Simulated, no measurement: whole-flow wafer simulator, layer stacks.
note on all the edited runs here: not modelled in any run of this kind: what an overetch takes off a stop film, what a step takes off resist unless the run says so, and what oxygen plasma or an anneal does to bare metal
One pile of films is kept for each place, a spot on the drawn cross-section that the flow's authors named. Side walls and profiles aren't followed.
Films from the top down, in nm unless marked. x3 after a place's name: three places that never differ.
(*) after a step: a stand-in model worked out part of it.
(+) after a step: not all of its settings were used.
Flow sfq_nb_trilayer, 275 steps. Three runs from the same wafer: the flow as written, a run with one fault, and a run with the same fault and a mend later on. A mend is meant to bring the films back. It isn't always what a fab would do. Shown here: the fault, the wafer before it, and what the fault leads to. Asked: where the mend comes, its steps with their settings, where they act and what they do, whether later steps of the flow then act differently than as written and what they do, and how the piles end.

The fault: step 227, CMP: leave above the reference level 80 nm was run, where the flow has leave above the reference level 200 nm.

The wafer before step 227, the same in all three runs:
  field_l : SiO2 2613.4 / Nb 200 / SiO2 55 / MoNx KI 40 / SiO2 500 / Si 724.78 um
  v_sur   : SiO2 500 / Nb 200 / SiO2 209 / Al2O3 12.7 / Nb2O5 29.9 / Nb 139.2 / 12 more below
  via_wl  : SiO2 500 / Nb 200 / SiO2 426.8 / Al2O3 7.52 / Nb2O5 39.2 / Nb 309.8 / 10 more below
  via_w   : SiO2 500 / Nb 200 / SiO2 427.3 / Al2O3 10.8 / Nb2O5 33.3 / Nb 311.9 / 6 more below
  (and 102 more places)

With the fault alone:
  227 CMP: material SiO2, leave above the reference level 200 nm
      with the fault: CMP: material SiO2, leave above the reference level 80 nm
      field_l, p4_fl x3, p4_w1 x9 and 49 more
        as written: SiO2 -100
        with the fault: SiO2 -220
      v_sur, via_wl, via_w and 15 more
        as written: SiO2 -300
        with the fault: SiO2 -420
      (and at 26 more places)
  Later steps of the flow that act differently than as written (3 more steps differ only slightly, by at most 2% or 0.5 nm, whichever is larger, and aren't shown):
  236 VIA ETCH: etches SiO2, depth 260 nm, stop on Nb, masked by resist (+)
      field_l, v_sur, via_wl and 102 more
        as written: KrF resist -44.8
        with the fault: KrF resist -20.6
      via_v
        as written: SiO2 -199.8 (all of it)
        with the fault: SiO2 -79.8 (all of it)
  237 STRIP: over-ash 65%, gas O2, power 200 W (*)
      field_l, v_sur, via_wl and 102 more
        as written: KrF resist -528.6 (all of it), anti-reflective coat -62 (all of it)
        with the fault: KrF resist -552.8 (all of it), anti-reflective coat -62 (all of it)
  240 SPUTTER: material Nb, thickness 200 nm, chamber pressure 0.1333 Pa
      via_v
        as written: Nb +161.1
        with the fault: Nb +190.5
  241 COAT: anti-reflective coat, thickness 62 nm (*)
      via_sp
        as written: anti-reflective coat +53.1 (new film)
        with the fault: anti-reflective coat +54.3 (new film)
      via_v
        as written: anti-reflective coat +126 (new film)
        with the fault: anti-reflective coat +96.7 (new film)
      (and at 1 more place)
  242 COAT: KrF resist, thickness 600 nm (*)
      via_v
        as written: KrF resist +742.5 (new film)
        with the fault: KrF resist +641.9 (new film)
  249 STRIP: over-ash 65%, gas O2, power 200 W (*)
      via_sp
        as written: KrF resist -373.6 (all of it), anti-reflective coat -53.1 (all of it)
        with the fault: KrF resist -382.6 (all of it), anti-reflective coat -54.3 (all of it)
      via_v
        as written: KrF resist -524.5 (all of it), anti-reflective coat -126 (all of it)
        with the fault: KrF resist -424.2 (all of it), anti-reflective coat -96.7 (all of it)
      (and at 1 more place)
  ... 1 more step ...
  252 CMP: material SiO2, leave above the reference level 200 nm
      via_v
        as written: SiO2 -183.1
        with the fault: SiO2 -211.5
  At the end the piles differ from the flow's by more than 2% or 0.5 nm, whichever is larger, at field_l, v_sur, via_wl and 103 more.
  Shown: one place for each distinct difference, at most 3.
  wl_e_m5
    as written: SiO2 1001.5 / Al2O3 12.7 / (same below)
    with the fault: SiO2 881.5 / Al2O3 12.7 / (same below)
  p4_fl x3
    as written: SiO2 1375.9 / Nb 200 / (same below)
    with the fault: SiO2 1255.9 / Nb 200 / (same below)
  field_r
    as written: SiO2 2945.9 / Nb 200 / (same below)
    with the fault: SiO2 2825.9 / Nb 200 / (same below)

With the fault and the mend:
  The mend comes after step 234.
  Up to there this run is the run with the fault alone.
  234a STRIP: over-ash 65%, gas O2, power 200 W (*)
      field_l, v_sur, via_wl and 102 more
        KrF resist -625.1 (all of it), anti-reflective coat -62 (all of it)
      via_v
        anti-reflective coat -62 (all of it)
  234b PECVD: material SiO2, thickness 120 nm, 150 C, 26.67 s, RF power 183.3 W, pressure 2.4 Torr, precursor SiH4/N2O (the flow's step 226 once more, with other settings)
      field_l, v_sur, via_wl and 103 more
        SiO2 +120
  234c COAT: anti-reflective coat, thickness 62 nm (the flow's step 229 once more)
      field_l, v_sur, via_wl and 103 more
        anti-reflective coat +62 (new film)
  234d COAT: KrF resist, thickness 650 nm (the flow's step 230 once more)
      field_l, v_sur, via_wl and 103 more
        KrF resist +650 (new film)
  234e SOFTBAKE: KrF resist (the flow's step 231 once more)
      changes no film at any place that is followed
  234f EXPOSE: photomask I6, dose 11.91 mJ/cm2, NA 0.6, wavelength 248 nm (*) (the flow's step 232 once more)
      changes no film at any place that is followed
  234g PEB: KrF resist, 90 s (the flow's step 233 once more)
      field_l, v_sur, via_wl and 103 more
        KrF resist -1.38
  234h DEVELOP: KrF resist, thickness 650 nm, 60 s (the flow's step 234 once more)
      field_l, v_sur, via_wl and 102 more
        KrF resist -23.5
      via_v
        KrF resist -648.6 (all of it)
  No later step of the flow acts differently than as written at any place that is followed.
  At the end the piles are the same as the flow's at every place that both follow.
